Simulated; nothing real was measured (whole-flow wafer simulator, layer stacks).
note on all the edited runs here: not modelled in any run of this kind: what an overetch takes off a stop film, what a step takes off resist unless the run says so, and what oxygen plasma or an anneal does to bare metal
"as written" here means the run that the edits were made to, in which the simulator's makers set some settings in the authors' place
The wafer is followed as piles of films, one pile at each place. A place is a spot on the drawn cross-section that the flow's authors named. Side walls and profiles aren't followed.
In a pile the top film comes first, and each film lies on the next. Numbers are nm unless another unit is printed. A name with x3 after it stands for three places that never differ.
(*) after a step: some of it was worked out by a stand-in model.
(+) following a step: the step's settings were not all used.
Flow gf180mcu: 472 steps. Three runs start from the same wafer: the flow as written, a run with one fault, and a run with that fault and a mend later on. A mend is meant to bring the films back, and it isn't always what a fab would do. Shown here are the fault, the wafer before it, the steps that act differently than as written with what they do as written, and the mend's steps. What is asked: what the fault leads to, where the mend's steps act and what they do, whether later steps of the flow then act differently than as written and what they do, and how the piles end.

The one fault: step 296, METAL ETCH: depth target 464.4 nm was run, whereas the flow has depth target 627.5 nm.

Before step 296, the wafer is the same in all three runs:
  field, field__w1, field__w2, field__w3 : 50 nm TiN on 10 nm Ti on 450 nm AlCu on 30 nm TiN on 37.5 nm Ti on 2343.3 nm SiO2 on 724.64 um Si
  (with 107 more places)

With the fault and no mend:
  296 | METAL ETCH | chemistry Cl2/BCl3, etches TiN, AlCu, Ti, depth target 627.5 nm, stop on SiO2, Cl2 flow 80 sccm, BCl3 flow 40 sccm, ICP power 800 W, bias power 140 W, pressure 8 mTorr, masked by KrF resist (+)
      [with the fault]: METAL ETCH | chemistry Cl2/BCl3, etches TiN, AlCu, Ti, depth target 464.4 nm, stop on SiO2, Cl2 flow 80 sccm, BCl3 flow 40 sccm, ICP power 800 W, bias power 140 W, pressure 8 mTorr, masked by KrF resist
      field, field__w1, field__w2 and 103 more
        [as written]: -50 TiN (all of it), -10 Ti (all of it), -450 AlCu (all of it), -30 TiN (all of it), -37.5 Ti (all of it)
        [with the fault]: -50 TiN (all of it), -10 Ti (all of it), -404.4 AlCu
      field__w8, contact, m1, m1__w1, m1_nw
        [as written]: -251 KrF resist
        [with the fault]: -185.8 KrF resist
  Steps further on in the flow that do not act as written:
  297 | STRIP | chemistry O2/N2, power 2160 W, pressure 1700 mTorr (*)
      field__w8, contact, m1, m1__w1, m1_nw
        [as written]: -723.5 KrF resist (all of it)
        [with the fault]: -788.8 KrF resist (all of it)
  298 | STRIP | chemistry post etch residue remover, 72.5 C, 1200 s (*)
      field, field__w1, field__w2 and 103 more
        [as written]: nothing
        [with the fault]: -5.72 AlCu
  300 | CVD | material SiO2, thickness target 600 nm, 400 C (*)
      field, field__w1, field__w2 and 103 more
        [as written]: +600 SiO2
        [with the fault]: +600 SiO2 (new film)
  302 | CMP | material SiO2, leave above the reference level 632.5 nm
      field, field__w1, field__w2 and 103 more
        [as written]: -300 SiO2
        [with the fault]: -407.4 SiO2
  By the end, the piles at field, field__w1, field__w2 and 104 more depart from the flow's by more than 2% or 0.5 nm, whichever is larger.
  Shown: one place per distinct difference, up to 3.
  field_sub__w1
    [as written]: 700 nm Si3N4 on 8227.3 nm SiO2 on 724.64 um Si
    [with the fault]: 700 nm Si3N4 on 5776.6 nm SiO2 on 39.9 nm AlCu on 30 nm TiN on 37.5 nm Ti on 2343.2 nm SiO2 on 724.64 um Si
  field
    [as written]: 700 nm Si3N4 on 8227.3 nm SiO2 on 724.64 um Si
    [with the fault]: 700 nm Si3N4 on 5776.6 nm SiO2 on 39.9 nm AlCu on 30 nm TiN on 37.5 nm Ti on 2343.3 nm SiO2 on 724.64 um Si
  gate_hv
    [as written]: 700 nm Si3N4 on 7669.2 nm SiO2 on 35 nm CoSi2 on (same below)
    [with the fault]: 700 nm Si3N4 on 5776.6 nm SiO2 on 39.9 nm AlCu on 30 nm TiN on 37.5 nm Ti on 1785.1 nm SiO2 on 35 nm CoSi2 on (same below)

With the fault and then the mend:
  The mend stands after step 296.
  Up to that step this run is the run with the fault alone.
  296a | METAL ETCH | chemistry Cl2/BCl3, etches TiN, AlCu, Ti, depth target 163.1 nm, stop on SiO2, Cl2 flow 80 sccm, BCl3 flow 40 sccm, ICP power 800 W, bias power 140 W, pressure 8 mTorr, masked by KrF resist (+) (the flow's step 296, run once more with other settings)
      field, field__w1, field__w2 and 103 more
        -45.6 AlCu (all of it), -30 TiN (all of it), -37.5 Ti (all of it)
      field__w8, contact, m1, m1__w1, m1_nw
        -65.2 KrF resist
  Every later step of the flow that is run acts as written at every place that is followed.
  By the end, the piles equal the flow's at every place that both follow.
